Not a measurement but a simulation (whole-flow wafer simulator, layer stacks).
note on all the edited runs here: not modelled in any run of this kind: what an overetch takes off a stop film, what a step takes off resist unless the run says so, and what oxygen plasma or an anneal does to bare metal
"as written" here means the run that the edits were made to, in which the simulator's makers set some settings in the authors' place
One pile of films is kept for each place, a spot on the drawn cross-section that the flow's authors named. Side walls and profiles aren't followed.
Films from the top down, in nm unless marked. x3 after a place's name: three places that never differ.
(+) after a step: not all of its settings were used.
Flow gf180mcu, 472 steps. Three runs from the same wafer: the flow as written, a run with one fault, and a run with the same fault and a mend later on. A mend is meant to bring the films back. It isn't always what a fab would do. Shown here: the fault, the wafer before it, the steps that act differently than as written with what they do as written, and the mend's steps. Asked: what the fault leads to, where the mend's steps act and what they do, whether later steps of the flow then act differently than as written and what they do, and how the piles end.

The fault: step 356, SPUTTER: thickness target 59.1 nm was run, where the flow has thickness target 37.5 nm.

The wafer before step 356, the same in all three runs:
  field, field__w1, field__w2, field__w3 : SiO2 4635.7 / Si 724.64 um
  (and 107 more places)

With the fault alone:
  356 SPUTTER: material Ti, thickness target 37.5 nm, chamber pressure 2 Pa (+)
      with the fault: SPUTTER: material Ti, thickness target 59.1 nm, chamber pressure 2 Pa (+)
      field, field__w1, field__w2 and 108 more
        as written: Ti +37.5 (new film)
        with the fault: Ti +59.1 (new film)
  Later steps of the flow that act differently than as written:
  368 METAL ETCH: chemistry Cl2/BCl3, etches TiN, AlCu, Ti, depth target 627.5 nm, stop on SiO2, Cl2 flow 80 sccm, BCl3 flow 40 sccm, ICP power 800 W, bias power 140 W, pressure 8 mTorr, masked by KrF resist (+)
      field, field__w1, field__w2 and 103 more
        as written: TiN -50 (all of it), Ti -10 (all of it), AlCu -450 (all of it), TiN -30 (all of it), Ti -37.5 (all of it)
        with the fault: TiN -50 (all of it), Ti -10 (all of it), AlCu -450 (all of it), TiN -30 (all of it), Ti -59.1 (all of it)
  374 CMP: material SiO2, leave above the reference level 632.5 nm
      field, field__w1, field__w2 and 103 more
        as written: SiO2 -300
        with the fault: SiO2 -278.4
  At the end the piles differ from the flow's by more than 2% or 0.5 nm, whichever is larger, at field__w8, contact, m1, m1__w1, m1_nw.
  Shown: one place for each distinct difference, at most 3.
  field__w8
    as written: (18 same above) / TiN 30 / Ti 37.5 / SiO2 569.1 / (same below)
    with the fault: (18 same above) / TiN 30 / Ti 59.1 / SiO2 569.1 / (same below)
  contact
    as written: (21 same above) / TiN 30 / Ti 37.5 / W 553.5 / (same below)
    with the fault: (21 same above) / TiN 30 / Ti 59.1 / W 553.5 / (same below)

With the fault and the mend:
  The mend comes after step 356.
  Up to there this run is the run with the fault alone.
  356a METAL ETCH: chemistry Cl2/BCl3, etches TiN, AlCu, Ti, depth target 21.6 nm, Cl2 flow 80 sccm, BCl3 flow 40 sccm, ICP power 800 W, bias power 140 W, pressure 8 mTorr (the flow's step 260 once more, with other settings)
      field, field__w1, field__w2 and 108 more
        Ti -21.6
  No later step of the flow acts differently than as written at any place that is followed.
  At the end the piles are the same as the flow's at every place that both follow.
